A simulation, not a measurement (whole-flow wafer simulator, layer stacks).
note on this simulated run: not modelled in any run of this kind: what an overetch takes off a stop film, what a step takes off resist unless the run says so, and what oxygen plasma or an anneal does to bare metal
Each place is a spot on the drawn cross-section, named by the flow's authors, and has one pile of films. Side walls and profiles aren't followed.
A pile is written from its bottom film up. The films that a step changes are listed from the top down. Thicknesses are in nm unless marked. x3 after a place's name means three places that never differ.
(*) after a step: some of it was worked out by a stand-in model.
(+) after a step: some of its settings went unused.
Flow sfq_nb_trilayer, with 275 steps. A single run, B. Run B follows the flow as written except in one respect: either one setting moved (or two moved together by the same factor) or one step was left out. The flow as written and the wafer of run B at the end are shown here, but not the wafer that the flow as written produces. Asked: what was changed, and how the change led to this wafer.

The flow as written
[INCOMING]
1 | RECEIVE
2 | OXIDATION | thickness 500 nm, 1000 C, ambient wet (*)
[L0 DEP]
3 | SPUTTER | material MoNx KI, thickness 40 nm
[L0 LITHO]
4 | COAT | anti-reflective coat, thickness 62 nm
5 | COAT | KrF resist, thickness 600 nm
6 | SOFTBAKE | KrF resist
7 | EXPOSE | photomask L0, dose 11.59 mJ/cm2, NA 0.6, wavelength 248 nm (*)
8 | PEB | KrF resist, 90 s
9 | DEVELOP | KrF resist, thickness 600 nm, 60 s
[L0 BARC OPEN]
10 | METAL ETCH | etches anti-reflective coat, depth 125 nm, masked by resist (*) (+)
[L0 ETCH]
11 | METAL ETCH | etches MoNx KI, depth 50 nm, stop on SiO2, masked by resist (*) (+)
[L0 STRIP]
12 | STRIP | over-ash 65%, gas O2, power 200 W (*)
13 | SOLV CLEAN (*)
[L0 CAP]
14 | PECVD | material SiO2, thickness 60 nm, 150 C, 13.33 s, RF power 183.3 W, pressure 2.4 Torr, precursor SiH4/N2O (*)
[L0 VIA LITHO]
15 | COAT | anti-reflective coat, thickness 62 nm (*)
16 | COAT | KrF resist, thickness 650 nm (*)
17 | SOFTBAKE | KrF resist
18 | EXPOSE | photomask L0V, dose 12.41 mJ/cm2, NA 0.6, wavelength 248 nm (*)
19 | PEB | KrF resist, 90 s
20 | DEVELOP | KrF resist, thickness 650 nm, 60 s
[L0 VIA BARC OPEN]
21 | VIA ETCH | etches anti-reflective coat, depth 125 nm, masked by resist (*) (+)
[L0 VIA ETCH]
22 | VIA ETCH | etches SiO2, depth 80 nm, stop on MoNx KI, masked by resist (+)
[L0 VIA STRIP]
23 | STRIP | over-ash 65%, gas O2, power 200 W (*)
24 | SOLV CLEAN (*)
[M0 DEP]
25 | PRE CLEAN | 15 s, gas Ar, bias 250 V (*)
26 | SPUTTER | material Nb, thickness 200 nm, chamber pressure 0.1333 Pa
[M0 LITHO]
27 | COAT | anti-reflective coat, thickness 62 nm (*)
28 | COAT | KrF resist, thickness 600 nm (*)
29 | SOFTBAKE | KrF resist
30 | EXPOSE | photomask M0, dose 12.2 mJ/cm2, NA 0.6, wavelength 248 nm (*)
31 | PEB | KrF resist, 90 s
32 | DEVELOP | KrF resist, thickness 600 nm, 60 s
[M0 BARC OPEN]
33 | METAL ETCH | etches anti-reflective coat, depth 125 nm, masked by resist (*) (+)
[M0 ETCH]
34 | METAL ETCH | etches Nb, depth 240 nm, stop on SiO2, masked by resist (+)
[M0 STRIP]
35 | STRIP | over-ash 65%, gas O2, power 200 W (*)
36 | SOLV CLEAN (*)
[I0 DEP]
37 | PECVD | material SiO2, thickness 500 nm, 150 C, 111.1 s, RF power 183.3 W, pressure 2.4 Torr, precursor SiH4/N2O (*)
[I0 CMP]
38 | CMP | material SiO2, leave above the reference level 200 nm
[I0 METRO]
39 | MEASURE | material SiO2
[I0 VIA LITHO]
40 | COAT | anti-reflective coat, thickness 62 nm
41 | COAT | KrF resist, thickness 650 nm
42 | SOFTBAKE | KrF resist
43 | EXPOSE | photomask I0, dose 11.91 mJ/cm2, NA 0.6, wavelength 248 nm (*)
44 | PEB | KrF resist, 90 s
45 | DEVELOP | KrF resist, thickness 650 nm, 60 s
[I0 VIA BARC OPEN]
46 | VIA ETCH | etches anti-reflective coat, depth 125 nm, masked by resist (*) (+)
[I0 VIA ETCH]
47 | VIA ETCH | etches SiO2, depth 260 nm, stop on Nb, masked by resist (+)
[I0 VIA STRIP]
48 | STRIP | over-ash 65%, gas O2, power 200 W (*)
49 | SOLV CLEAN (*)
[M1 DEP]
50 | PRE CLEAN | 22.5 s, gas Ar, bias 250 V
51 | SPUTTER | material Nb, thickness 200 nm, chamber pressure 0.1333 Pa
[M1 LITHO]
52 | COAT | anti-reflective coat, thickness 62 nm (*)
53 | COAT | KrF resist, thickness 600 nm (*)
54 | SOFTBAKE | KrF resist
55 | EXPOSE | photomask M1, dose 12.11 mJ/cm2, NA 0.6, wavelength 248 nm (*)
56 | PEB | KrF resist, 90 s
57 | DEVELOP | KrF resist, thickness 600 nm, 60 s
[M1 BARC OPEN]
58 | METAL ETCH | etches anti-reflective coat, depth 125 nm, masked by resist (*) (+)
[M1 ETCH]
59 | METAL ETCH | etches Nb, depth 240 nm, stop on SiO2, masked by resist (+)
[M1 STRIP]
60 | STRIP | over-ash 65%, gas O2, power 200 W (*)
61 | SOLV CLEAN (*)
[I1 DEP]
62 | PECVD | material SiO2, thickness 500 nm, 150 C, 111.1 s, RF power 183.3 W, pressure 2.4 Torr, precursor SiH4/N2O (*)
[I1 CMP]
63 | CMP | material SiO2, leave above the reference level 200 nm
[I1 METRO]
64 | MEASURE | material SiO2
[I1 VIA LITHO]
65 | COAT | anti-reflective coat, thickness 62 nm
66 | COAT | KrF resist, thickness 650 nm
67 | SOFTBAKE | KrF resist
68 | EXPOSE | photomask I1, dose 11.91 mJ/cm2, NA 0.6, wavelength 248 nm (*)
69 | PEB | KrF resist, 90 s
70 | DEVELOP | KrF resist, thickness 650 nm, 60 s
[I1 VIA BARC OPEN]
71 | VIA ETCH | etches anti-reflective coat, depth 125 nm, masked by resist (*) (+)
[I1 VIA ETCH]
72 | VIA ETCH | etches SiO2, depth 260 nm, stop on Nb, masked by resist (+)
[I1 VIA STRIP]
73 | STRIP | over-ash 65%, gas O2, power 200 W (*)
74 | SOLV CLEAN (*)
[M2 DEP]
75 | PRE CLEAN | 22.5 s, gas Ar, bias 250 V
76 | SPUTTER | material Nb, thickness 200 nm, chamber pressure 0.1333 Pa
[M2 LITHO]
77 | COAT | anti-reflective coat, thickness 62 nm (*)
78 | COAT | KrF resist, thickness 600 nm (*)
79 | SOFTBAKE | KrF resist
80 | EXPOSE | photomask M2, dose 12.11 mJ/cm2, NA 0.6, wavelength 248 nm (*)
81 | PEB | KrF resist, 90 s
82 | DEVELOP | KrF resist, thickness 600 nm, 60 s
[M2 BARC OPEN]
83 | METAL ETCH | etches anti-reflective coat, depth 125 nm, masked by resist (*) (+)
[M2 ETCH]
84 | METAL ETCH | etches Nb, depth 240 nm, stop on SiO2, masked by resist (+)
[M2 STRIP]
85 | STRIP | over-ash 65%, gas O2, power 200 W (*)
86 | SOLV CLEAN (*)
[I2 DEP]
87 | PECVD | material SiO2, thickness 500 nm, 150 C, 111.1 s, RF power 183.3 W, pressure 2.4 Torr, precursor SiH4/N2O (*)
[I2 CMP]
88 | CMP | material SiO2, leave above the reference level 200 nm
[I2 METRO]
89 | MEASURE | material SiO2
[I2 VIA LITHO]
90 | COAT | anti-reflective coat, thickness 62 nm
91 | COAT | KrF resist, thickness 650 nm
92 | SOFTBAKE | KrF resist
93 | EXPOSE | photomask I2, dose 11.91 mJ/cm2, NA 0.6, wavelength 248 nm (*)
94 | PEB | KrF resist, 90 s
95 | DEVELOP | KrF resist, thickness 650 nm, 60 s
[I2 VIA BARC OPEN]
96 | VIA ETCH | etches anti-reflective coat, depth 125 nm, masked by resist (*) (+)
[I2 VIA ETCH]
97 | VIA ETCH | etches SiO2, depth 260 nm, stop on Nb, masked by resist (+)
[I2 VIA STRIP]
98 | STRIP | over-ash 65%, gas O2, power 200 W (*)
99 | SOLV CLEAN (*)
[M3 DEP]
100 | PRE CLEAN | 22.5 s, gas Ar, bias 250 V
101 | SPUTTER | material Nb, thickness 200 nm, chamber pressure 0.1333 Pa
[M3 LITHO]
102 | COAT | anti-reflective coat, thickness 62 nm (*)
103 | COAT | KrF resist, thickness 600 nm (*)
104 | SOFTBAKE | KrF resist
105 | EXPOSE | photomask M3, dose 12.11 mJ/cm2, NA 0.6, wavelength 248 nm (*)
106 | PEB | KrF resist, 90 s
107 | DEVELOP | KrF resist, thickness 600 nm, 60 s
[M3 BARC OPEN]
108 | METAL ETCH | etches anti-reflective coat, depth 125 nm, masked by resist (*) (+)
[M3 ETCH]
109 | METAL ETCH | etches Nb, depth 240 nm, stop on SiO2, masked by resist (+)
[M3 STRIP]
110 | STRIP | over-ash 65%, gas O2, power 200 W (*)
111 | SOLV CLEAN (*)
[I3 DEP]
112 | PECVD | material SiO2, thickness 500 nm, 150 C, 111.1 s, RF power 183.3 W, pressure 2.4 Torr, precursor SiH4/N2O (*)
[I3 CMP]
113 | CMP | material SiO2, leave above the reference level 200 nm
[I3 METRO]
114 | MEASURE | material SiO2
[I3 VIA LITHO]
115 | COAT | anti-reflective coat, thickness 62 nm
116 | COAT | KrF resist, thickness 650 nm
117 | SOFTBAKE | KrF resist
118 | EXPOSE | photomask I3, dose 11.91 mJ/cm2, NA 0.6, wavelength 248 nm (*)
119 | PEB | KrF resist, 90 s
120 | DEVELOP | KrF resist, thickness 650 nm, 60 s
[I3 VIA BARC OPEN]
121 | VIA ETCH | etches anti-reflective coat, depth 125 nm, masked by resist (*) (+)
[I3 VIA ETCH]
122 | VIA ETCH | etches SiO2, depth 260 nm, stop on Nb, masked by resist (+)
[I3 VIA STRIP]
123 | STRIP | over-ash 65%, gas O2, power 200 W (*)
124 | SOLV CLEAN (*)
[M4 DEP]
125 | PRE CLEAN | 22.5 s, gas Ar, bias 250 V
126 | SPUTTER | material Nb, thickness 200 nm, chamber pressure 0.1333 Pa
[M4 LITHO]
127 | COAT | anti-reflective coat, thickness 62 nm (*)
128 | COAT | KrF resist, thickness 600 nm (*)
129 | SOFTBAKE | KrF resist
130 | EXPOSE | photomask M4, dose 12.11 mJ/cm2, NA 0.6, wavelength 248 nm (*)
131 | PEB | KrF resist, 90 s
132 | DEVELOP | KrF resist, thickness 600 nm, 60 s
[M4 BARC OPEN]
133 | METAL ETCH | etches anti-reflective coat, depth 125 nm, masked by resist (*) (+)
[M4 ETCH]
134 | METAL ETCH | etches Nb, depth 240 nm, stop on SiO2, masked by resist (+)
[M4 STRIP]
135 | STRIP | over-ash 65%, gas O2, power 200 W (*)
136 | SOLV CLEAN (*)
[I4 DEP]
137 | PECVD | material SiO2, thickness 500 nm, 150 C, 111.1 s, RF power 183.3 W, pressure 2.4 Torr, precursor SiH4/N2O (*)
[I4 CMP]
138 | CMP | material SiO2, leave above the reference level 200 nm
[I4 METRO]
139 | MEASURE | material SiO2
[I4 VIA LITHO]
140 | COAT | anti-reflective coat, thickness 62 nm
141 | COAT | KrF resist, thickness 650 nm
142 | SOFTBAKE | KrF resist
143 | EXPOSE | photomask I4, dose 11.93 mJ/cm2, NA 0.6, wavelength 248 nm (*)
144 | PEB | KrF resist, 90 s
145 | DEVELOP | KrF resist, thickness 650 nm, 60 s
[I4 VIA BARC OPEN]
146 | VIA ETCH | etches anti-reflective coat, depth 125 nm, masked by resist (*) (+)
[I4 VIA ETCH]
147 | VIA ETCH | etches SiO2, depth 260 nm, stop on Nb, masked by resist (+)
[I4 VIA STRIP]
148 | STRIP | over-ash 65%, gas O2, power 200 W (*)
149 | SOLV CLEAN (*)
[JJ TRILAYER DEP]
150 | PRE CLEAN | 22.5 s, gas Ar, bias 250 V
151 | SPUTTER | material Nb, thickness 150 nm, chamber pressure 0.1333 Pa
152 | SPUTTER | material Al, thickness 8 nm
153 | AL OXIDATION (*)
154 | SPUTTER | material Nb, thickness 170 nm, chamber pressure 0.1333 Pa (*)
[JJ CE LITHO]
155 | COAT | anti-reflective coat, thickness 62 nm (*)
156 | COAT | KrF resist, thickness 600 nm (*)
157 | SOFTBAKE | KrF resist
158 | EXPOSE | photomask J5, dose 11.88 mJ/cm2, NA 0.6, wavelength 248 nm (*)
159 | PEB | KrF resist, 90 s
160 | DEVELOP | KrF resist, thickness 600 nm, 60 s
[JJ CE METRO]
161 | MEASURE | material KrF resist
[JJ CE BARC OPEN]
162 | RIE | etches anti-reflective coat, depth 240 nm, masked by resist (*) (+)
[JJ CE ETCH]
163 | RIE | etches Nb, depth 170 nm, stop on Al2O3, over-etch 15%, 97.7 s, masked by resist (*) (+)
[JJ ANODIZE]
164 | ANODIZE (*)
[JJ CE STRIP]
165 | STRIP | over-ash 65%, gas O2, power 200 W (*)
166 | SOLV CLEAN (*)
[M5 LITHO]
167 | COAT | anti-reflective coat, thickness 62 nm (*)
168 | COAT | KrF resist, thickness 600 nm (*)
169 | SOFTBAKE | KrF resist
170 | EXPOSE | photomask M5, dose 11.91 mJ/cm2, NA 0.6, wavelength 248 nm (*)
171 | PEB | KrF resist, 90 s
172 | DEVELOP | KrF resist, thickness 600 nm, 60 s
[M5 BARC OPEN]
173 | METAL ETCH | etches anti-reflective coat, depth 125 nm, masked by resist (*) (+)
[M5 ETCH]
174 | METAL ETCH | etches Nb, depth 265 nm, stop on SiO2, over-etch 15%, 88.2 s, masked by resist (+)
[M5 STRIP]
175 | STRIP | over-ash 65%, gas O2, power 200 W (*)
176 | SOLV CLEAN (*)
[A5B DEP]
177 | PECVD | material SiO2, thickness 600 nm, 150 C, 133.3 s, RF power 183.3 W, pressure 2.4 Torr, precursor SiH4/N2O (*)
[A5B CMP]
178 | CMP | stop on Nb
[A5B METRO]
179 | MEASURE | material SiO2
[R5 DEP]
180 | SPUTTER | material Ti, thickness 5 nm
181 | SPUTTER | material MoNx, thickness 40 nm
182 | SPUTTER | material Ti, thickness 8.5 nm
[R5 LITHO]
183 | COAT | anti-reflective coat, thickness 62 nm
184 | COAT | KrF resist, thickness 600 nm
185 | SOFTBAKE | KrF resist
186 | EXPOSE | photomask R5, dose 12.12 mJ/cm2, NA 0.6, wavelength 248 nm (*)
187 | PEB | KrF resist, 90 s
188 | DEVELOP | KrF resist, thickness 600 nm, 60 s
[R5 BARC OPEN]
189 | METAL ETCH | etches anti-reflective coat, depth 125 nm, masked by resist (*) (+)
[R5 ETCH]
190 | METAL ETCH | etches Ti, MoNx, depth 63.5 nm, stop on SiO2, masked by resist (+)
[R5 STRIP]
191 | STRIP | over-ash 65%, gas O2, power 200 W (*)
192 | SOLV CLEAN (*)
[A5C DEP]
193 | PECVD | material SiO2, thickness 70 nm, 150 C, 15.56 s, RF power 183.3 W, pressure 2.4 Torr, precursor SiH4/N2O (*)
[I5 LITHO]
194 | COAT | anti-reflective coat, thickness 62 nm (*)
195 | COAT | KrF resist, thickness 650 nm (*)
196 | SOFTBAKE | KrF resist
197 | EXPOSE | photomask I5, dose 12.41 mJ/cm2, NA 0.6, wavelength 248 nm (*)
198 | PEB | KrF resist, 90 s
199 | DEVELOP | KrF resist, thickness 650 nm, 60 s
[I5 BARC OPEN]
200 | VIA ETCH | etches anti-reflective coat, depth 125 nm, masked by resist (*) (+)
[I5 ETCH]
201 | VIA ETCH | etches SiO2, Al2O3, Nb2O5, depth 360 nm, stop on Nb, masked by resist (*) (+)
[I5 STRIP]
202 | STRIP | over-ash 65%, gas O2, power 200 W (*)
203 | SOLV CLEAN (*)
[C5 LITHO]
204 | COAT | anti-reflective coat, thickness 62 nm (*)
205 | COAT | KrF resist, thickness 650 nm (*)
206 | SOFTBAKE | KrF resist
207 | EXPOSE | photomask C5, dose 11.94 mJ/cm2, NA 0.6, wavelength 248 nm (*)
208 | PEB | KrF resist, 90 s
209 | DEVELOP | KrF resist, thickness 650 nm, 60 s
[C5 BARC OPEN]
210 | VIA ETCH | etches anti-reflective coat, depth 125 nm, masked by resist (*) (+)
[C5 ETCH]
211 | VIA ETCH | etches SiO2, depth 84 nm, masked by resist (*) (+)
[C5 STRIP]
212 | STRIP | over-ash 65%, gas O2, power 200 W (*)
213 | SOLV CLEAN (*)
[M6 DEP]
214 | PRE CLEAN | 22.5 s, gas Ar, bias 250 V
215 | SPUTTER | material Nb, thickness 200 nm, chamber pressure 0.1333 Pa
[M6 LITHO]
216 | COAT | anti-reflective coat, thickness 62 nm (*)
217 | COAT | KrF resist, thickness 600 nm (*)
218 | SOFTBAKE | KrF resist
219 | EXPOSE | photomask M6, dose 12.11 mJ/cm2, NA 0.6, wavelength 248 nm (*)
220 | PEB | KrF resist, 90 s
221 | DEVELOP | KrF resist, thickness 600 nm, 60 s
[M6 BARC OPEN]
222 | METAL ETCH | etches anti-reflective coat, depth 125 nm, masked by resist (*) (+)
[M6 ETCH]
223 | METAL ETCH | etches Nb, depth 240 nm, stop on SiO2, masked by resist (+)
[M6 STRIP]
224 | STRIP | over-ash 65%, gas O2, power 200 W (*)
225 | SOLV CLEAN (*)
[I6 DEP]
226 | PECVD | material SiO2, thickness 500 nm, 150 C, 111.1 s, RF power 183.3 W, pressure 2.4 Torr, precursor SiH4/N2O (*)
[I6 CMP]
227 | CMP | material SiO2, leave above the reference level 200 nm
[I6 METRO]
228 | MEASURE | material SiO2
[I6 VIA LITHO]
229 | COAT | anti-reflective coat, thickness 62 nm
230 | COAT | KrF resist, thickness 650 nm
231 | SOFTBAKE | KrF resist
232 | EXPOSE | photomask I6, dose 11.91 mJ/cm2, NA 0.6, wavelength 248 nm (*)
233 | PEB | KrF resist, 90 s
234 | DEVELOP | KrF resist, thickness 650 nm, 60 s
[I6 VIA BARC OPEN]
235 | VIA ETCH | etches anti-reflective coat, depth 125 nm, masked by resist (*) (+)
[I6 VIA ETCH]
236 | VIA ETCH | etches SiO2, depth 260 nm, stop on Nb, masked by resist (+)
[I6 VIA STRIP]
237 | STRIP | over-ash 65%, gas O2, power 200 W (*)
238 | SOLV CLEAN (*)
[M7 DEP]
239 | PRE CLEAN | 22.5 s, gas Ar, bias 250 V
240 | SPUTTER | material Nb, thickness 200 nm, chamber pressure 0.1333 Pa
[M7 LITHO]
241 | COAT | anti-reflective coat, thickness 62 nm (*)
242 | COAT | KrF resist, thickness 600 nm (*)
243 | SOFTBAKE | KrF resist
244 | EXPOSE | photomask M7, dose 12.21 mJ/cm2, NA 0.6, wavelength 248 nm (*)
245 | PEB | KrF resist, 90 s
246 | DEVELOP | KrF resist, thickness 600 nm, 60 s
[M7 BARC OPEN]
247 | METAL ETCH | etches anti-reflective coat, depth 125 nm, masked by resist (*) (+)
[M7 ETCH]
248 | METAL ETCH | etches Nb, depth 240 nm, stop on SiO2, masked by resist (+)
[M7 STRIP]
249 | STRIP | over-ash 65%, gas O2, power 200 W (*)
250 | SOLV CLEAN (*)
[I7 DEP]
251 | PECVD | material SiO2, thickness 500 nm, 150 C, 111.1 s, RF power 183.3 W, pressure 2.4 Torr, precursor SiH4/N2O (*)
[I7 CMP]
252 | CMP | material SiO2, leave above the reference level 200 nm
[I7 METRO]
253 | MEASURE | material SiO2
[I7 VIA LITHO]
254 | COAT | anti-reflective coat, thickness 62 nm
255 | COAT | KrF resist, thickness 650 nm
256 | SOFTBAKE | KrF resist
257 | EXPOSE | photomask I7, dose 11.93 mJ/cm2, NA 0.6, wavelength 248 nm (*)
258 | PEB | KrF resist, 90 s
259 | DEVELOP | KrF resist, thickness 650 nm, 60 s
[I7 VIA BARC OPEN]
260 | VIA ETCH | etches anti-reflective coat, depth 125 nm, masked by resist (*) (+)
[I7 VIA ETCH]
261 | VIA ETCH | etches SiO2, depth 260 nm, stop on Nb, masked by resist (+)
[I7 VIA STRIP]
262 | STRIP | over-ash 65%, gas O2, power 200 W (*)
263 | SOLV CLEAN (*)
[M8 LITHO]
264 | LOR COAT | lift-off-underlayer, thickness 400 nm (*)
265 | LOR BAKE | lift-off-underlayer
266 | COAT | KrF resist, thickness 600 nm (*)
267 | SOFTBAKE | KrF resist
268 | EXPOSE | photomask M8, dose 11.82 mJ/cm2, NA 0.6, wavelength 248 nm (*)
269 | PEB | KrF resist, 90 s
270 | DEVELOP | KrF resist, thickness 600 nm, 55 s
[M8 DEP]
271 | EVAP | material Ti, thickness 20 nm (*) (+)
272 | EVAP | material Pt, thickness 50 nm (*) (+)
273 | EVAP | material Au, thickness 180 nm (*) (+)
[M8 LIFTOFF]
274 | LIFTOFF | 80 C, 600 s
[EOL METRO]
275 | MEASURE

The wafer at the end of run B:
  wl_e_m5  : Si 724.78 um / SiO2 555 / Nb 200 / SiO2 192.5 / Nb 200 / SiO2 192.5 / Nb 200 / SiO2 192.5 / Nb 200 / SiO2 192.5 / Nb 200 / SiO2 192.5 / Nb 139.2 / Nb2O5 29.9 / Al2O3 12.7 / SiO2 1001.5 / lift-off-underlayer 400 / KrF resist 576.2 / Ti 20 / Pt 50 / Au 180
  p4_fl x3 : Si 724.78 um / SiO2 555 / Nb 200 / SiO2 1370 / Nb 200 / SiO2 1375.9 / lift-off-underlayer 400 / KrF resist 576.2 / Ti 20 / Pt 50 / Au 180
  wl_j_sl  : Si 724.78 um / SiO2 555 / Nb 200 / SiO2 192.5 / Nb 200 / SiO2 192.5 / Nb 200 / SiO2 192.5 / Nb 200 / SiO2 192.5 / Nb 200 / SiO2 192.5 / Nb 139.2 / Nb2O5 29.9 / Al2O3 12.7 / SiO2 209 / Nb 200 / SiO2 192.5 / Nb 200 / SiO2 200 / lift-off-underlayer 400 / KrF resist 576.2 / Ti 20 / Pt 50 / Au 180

What caused this: step 274, LIFTOFF: 80 C, 600 s, was not run.

The path from the change to this, step by step:
  (no step that both runs have acts differently)
With metal films that touch counted as one body, wl_e_m5 has 7 bodies (between them, from the top down: KrF resist 576.2 / lift-off-underlayer 400 / SiO2 1001.5 / Al2O3 12.7 / Nb2O5 29.9; SiO2 192.5; SiO2 192.5; SiO2 192.5; SiO2 192.5; SiO2 192.5); the flow as written gives 6 bodies (between them, from the top down: SiO2 192.5; SiO2 192.5; SiO2 192.5; SiO2 192.5; SiO2 192.5).
With metal films that touch counted as one body, p4_fl x3 has 3 bodies (between them, from the top down: KrF resist 576.2 / lift-off-underlayer 400 / SiO2 1375.9; SiO2 1370); the flow as written gives 2 bodies (between them, from the top down: SiO2 1370).
With metal films that touch counted as one body, wl_j_sl has 9 bodies (between them, from the top down: KrF resist 576.2 / lift-off-underlayer 400 / SiO2 200; SiO2 192.5; SiO2 209 / Al2O3 12.7 / Nb2O5 29.9; SiO2 192.5; SiO2 192.5; SiO2 192.5; SiO2 192.5; SiO2 192.5); the flow as written gives 8 bodies (between them, from the top down: SiO2 192.5; SiO2 209 / Al2O3 12.7 / Nb2O5 29.9; SiO2 192.5; SiO2 192.5; SiO2 192.5; SiO2 192.5; SiO2 192.5).
